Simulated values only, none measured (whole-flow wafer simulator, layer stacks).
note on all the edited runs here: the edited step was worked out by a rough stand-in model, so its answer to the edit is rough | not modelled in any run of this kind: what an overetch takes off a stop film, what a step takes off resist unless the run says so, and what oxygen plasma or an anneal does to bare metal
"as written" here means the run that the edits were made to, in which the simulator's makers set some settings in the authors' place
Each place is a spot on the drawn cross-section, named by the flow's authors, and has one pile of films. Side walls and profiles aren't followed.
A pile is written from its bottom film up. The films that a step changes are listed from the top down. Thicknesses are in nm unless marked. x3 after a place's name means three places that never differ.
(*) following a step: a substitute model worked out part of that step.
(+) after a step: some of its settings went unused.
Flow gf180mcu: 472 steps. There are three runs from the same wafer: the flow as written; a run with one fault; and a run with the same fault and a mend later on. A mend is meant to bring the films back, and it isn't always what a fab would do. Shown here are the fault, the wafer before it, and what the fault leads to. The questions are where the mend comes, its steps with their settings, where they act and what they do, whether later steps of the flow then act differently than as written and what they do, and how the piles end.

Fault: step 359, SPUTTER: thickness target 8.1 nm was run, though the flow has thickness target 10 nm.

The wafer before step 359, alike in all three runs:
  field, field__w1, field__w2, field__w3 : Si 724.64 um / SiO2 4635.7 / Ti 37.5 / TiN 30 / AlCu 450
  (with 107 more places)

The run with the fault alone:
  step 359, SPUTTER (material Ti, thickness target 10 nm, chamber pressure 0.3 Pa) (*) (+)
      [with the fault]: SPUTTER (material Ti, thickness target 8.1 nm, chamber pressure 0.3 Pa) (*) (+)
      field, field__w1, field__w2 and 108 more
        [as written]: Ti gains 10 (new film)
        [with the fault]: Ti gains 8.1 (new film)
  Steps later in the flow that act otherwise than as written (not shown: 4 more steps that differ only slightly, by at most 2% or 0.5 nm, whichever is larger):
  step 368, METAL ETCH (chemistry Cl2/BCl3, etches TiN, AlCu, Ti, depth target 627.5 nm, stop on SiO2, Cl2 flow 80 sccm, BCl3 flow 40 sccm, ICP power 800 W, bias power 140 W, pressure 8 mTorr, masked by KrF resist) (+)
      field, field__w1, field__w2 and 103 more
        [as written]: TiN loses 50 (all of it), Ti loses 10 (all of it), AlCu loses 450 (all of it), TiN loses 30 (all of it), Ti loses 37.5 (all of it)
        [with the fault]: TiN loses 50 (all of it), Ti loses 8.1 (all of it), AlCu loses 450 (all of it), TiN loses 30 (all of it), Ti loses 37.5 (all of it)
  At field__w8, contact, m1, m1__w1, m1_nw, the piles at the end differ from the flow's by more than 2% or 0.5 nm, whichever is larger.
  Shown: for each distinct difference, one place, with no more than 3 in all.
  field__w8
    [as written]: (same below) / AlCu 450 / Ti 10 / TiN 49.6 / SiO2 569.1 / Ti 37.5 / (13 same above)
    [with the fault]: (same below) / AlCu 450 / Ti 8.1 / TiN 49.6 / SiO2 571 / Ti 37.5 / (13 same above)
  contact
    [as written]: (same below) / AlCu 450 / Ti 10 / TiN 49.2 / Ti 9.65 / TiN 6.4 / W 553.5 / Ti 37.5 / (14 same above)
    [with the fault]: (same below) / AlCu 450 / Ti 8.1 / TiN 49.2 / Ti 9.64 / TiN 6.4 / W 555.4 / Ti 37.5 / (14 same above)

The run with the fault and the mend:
  The mend stands after step 359.
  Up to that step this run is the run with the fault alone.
  step 359a, SPUTTER (material Ti, thickness target 1.9 nm, chamber pressure 0.3 Pa) (*) (+) (the flow's step 359, run once more with other settings)
      field, field__w1, field__w2 and 108 more
        Ti gains 1.9
  Every later step of the flow that is run acts as written at every place that is followed.
  By the end, the piles equal the flow's at every place that both follow.
